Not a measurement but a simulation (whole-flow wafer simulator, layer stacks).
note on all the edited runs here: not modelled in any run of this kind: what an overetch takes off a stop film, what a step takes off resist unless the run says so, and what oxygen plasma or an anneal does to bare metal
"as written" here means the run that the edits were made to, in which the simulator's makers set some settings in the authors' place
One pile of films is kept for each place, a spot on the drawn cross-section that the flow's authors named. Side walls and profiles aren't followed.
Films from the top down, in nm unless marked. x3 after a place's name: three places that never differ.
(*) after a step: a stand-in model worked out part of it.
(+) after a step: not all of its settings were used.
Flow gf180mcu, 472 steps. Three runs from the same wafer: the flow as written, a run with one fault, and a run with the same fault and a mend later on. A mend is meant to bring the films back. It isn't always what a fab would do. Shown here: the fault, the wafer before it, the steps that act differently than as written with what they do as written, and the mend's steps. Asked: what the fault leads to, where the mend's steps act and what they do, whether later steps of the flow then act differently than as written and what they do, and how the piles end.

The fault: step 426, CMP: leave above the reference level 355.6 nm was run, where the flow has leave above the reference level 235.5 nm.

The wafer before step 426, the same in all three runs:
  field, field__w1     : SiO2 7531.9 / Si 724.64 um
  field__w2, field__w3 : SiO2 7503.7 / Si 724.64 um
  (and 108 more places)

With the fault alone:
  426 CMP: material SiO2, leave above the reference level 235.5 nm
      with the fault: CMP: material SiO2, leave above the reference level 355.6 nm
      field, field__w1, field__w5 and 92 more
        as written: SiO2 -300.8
        with the fault: SiO2 -180.7
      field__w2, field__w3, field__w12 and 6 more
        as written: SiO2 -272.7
        with the fault: SiO2 -152.6
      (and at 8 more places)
  Later steps of the flow that act differently than as written (1 more step differs only slightly, by at most 2% or 0.5 nm, whichever is larger, and isn't shown):
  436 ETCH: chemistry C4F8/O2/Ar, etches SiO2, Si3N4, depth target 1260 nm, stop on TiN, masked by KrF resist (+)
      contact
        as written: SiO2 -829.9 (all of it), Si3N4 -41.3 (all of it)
        with the fault: SiO2 -950 (all of it), Si3N4 -41.3 (all of it)
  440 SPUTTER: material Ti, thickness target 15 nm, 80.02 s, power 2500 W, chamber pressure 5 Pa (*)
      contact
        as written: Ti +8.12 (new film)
        with the fault: Ti +7.58 (new film)
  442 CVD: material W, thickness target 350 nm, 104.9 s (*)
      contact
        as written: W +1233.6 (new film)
        with the fault: W +1354.6 (new film)
  At the end the piles differ from the flow's by more than 2% or 0.5 nm, whichever is larger, at field__w4, field__w8, contact, m1, m1__w1, mim, mim_1p0, m1_nw.
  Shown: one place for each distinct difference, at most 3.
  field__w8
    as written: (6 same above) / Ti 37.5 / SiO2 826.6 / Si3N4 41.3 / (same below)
    with the fault: (6 same above) / Ti 37.5 / SiO2 946.7 / Si3N4 41.3 / (same below)
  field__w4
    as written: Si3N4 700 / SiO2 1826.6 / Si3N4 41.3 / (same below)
    with the fault: Si3N4 700 / SiO2 1946.7 / Si3N4 41.3 / (same below)
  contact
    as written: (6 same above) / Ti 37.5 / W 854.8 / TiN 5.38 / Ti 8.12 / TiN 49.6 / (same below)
    with the fault: (6 same above) / Ti 37.5 / W 975.8 / TiN 5.02 / Ti 7.58 / TiN 49.6 / (same below)

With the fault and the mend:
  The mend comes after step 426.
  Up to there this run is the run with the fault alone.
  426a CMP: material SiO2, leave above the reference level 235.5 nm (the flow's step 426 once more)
      field, field__w1, field__w2 and 109 more
        SiO2 -120.1
  No later step of the flow acts differently than as written at any place that is followed.
  At the end the piles are the same as the flow's at every place that both follow.
